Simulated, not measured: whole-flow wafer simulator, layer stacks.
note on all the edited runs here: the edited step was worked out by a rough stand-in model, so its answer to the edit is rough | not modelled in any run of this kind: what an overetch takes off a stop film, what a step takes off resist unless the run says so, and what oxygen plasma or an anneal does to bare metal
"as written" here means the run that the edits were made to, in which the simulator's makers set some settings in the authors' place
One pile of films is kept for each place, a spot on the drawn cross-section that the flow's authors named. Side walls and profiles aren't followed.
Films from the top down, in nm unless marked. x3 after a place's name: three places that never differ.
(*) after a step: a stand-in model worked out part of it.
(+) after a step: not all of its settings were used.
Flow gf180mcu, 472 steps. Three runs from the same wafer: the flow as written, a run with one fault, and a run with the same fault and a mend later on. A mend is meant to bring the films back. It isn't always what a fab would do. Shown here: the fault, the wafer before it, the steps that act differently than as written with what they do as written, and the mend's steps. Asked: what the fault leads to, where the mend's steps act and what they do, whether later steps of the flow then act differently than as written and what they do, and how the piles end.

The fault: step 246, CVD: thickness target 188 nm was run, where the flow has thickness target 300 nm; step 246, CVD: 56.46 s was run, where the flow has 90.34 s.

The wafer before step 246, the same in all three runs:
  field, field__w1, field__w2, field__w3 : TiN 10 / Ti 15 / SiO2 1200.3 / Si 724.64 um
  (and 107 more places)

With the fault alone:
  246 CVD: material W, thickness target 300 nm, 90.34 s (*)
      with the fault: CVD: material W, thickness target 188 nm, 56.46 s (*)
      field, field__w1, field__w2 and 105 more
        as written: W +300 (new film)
        with the fault: W +187.9 (new film)
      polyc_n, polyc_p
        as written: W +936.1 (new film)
        with the fault: W +824 (new film)
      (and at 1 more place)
  Later steps of the flow that act differently than as written:
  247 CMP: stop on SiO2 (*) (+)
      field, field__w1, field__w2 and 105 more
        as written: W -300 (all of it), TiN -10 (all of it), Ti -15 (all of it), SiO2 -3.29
        with the fault: W -187.9 (all of it), TiN -10 (all of it), Ti -15 (all of it), SiO2 -2.16
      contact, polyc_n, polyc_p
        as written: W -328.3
        with the fault: W -215.1
  At the end the piles differ from the flow's only slightly at the places that both follow, by at most 2% or 0.5 nm, whichever is larger.

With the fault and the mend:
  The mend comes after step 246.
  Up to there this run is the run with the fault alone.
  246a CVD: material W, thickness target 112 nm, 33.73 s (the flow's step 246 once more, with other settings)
      field, field__w1, field__w2 and 108 more
        W +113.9
  No later step of the flow acts differently than as written, at any place that is followed, by more than 2% or 0.5 nm, whichever is larger.
  At the end the piles differ from the flow's only slightly at the places that both follow, by at most 2% or 0.5 nm, whichever is larger.
